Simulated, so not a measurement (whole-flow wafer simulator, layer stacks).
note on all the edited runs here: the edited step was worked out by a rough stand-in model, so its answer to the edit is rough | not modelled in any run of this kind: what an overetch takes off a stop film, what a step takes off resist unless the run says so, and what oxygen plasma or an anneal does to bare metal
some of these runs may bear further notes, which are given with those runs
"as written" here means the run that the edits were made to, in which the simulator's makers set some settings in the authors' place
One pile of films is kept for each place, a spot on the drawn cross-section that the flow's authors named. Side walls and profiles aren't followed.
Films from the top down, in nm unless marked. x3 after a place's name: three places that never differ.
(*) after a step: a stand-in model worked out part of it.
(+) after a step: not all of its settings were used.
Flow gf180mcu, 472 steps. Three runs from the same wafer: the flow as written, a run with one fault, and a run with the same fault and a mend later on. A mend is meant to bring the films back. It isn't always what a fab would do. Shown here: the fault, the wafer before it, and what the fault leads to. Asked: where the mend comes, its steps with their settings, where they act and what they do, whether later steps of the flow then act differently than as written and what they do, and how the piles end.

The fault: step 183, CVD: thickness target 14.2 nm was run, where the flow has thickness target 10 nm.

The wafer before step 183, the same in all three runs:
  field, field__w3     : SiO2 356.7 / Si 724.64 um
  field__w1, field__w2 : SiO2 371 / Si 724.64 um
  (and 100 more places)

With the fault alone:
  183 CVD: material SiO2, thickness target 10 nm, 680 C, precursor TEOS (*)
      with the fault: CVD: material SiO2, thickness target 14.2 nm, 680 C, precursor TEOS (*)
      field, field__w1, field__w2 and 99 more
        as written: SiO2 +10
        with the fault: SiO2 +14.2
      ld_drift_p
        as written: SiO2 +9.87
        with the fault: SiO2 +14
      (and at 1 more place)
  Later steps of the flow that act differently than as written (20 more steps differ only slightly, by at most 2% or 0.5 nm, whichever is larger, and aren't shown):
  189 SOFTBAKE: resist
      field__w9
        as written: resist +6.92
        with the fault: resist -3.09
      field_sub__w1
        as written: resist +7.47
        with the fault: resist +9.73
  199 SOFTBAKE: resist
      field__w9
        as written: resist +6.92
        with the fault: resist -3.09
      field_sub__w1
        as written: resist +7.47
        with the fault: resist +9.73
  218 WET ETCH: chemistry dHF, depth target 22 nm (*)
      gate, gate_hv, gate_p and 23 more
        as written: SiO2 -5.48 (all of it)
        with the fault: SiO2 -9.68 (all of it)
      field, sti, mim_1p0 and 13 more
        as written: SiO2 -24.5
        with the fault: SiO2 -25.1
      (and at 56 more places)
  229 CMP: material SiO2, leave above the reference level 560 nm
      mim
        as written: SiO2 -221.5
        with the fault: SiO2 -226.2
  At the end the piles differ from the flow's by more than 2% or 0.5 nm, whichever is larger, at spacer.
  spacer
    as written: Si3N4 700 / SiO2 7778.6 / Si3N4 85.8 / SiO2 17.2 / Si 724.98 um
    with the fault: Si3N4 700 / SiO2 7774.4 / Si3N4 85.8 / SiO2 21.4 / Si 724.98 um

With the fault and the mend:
  The mend comes after step 216.
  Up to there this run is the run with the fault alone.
  217 ETCH: chemistry C4F8/O2/Ar, etches SiO2, depth target 59.2 nm, masked by resist (*) (+) (the flow's step 217, which as written has depth target 55 nm)
      field, field__w1, field__w2 and 96 more
        SiO2 -59.2
      field__w5, field__w9, field__w13 and 8 more
        resist -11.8
      spacer
        SiO2 -50 (all of it), Si3N4 -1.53
  No later step of the flow acts differently than as written, at any place that is followed, by more than 2% or 0.5 nm, whichever is larger.
  At the end the piles differ from the flow's by more than 2% or 0.5 nm, whichever is larger, at spacer.
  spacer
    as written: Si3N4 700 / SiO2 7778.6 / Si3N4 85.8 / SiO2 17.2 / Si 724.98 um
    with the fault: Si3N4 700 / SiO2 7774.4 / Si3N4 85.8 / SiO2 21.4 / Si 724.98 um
    with the mend: Si3N4 700 / SiO2 7775.1 / Si3N4 85.1 / SiO2 21.4 / Si 724.98 um
